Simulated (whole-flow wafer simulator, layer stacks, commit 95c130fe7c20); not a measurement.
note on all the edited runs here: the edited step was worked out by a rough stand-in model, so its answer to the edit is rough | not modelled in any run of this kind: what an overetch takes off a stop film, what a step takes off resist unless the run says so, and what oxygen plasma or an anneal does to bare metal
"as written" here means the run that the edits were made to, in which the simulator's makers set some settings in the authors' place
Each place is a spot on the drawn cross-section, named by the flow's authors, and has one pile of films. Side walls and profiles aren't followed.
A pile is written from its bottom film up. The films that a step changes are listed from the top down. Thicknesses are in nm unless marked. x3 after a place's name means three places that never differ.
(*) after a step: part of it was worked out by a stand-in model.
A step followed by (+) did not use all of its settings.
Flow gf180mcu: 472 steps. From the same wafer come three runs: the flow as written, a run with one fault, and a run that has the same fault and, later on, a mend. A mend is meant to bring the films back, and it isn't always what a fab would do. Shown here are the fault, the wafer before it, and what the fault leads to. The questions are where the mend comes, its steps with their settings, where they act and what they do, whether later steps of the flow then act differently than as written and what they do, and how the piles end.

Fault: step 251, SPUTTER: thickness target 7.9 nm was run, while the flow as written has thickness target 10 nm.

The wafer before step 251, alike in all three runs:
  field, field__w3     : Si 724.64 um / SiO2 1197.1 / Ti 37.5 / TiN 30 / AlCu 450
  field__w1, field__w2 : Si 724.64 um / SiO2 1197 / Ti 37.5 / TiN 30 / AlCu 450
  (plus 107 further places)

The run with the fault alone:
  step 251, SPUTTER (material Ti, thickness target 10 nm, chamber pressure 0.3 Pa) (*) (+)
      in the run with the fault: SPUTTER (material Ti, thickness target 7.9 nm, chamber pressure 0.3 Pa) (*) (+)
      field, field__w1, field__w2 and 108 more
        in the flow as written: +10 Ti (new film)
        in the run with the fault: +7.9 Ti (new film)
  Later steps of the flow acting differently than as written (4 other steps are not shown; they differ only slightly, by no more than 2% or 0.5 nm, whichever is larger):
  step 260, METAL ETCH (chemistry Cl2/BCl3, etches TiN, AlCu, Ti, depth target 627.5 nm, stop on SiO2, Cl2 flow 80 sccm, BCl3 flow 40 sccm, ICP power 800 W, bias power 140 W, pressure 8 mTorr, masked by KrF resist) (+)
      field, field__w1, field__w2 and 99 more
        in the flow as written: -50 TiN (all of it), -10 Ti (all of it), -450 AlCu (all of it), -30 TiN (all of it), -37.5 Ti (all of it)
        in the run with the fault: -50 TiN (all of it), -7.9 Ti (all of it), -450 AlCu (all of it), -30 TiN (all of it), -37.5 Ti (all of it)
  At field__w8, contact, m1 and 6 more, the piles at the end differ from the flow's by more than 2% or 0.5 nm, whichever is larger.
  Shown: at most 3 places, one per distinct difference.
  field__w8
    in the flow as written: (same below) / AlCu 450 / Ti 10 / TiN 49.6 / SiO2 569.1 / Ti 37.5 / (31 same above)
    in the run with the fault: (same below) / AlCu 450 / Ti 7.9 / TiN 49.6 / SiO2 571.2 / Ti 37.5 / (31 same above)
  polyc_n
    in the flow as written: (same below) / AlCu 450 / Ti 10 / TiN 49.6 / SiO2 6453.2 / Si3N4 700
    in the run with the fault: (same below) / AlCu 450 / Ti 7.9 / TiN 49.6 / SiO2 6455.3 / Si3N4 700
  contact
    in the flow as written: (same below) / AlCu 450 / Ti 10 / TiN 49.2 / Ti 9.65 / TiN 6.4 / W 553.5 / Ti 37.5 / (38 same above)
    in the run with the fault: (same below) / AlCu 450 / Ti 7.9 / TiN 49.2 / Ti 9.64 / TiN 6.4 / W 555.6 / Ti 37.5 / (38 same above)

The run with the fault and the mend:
  The mend stands after step 251.
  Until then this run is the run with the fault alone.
  step 251a, SPUTTER (material Ti, thickness target 2.1 nm, chamber pressure 0.3 Pa) (*) (+) (the flow's step 251 again, with other settings)
      field, field__w1, field__w2 and 108 more
        +2.1 Ti
  None of the later steps of the flow acts differently than as written at any place that is followed.
  By the end, the piles equal the flow's at every place that both follow.
